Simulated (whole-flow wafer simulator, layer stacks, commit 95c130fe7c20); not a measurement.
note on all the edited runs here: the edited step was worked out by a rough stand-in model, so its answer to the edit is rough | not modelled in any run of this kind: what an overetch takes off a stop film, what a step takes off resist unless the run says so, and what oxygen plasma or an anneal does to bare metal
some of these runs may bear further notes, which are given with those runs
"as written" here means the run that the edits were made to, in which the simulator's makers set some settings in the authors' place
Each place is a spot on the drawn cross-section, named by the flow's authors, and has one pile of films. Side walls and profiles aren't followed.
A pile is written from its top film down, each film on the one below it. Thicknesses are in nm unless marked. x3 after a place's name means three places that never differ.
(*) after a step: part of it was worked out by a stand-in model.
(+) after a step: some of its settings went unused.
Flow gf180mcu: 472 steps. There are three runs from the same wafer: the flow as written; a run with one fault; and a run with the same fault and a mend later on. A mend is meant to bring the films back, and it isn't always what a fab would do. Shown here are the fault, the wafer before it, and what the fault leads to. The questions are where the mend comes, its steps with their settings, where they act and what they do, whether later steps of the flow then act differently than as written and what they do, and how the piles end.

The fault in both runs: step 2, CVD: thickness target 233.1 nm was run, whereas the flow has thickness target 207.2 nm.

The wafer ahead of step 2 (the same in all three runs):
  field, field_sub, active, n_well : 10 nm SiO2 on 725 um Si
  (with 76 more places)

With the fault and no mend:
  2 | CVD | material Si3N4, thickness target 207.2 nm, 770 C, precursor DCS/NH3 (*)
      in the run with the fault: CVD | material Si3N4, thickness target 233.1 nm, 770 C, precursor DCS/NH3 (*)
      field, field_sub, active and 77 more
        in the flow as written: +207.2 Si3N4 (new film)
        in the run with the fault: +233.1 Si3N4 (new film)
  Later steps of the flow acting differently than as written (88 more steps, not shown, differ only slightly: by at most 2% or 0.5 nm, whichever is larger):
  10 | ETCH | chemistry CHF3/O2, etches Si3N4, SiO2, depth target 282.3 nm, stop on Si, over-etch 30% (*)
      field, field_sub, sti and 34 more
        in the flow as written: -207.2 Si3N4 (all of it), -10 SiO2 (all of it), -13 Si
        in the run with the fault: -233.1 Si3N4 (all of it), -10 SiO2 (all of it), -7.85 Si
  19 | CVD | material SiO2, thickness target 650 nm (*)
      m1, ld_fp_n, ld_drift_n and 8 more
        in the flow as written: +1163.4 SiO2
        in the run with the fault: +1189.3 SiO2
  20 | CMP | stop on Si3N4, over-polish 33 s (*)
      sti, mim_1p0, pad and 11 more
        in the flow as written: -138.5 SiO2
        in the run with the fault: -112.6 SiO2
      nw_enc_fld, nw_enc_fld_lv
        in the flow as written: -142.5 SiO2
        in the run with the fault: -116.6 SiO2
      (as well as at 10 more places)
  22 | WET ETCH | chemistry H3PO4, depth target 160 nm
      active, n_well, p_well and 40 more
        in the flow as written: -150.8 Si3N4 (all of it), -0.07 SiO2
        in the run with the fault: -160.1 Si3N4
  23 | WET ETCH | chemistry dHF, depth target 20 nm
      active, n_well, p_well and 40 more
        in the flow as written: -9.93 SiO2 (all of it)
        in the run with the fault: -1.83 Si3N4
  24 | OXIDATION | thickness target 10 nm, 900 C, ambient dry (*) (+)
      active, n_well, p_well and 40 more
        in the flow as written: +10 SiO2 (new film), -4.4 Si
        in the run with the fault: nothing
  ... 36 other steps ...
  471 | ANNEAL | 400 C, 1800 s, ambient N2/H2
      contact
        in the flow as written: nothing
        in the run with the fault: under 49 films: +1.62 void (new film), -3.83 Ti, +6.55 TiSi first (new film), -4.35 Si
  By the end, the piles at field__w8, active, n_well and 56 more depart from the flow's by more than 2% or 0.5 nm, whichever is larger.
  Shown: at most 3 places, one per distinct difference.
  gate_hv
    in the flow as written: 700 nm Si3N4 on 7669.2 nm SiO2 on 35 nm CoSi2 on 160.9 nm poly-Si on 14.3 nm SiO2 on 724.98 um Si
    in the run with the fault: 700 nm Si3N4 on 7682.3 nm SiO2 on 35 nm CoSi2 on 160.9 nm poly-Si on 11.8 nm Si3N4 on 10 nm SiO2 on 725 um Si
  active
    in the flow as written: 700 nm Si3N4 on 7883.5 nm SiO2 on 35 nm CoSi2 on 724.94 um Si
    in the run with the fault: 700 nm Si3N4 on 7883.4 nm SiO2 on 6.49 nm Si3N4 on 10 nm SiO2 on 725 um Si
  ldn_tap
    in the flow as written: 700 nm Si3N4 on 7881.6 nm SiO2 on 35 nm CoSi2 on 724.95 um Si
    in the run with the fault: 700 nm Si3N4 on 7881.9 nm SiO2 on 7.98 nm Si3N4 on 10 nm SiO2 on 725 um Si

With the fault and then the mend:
  After step 9 comes the mend.
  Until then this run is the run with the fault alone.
  9a | STRIP | chemistry O2/N2, power 2160 W, pressure 1700 mTorr (*)
      active, n_well, p_well and 40 more
        -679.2 KrF resist (all of it)
  9b | WET ETCH | chemistry H3PO4, depth target 25.9 nm, 160 C
      field, field_sub, active and 77 more
        -25.9 Si3N4
  9c | HMDS | 120 C, 60 s (a further turn of the flow's step 4)
      leaves every film unchanged at each place that is followed
  9d | COAT | KrF resist, thickness 700 nm (a further turn of the flow's step 5)
      field, field_sub, active and 77 more
        +700 KrF resist (new film)
  9e | SOFTBAKE | KrF resist (a further turn of the flow's step 6)
      leaves every film unchanged at each place that is followed
  9f | EXPOSE | photomask COMP (a further turn of the flow's step 7)
      leaves every film unchanged at each place that is followed
  9g | PEB | KrF resist, 135 C, 90 s (a further turn of the flow's step 8)
      field, field_sub, active and 77 more
        -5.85 KrF resist
  9h | DEVELOP | thickness 700 nm, 60 s (a further turn of the flow's step 9)
      active, n_well, p_well and 40 more
        -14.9 KrF resist
      field, field_sub, sti and 34 more
        -694.2 KrF resist (all of it)
  Later steps of the flow that are run all act as written at every place that is followed, up to a difference of at most 2% or 0.5 nm, whichever is larger.
  The piles end the same as the flow's at every place that both follow.
